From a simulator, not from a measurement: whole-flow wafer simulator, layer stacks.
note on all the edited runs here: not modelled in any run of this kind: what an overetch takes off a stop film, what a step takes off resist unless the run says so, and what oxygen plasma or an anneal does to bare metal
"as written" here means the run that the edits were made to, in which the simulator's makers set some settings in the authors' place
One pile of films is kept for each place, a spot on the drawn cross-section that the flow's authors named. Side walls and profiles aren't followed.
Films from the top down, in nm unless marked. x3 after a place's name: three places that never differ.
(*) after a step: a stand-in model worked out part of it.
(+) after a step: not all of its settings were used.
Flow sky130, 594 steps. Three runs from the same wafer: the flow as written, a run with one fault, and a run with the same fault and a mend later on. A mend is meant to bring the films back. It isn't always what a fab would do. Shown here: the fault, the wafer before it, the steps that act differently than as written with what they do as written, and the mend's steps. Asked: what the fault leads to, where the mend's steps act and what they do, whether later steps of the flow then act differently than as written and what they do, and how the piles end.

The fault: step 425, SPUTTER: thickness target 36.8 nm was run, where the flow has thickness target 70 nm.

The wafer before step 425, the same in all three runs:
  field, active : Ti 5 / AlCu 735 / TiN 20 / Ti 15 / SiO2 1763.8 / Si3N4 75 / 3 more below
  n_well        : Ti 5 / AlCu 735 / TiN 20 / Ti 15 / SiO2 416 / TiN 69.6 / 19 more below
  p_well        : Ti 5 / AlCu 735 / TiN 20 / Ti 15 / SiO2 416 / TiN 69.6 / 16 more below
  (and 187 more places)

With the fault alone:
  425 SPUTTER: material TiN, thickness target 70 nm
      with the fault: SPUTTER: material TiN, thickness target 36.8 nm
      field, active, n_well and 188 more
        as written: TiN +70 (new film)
        with the fault: TiN +36.8 (new film)
  Later steps of the flow that act differently than as written (14 more steps differ only slightly, by at most 2% or 0.5 nm, whichever is larger, and aren't shown):
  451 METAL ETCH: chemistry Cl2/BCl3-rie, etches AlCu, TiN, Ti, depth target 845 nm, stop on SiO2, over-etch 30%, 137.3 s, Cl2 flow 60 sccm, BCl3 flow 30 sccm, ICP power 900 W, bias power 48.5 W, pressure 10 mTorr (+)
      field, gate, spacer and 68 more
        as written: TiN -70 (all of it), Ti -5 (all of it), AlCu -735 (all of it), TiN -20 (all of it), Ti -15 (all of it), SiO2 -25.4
        with the fault: TiN -36.8 (all of it), Ti -5 (all of it), AlCu -735 (all of it), TiN -20 (all of it), Ti -15 (all of it), SiO2 -28.7
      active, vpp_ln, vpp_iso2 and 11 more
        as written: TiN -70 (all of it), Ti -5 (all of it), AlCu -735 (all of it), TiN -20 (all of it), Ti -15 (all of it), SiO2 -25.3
        with the fault: TiN -36.8 (all of it), Ti -5 (all of it), AlCu -735 (all of it), TiN -20 (all of it), Ti -15 (all of it), SiO2 -28.7
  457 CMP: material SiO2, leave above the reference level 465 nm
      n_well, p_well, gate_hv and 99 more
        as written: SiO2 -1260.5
        with the fault: SiO2 -1227.3
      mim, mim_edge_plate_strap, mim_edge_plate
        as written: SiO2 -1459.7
        with the fault: SiO2 -1426.5
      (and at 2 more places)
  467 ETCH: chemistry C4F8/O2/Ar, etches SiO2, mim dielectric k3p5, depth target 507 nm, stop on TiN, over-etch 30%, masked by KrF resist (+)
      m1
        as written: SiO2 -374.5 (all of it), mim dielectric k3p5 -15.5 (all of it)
        with the fault: SiO2 -407.7 (all of it), mim dielectric k3p5 -15.5 (all of it)
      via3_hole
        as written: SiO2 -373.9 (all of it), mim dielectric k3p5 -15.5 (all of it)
        with the fault: SiO2 -407.1 (all of it), mim dielectric k3p5 -15.5 (all of it)
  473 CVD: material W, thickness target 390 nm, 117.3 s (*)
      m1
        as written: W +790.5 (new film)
        with the fault: W +824.1 (new film)
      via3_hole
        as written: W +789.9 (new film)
        with the fault: W +823.5 (new film)
  At the end the piles differ from the flow's by more than 2% or 0.5 nm, whichever is larger, at n_well, p_well, gate_hv and 104 more.
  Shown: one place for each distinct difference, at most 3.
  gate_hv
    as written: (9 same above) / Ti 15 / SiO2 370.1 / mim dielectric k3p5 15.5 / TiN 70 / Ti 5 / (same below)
    with the fault: (9 same above) / Ti 15 / SiO2 403.3 / mim dielectric k3p5 15.5 / TiN 36.8 / Ti 5 / (same below)
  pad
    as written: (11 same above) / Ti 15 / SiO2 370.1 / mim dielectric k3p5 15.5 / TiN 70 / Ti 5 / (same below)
    with the fault: (11 same above) / Ti 15 / SiO2 403.3 / mim dielectric k3p5 15.5 / TiN 36.8 / Ti 5 / (same below)
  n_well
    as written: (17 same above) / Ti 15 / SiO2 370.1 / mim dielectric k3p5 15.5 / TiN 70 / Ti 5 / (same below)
    with the fault: (17 same above) / Ti 15 / SiO2 403.3 / mim dielectric k3p5 15.5 / TiN 36.8 / Ti 5 / (same below)

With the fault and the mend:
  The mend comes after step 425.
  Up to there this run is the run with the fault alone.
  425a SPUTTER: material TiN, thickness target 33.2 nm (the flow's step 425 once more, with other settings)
      field, active, n_well and 188 more
        TiN +33.2
  No later step of the flow acts differently than as written at any place that is followed.
  At the end the piles are the same as the flow's at every place that both follow.
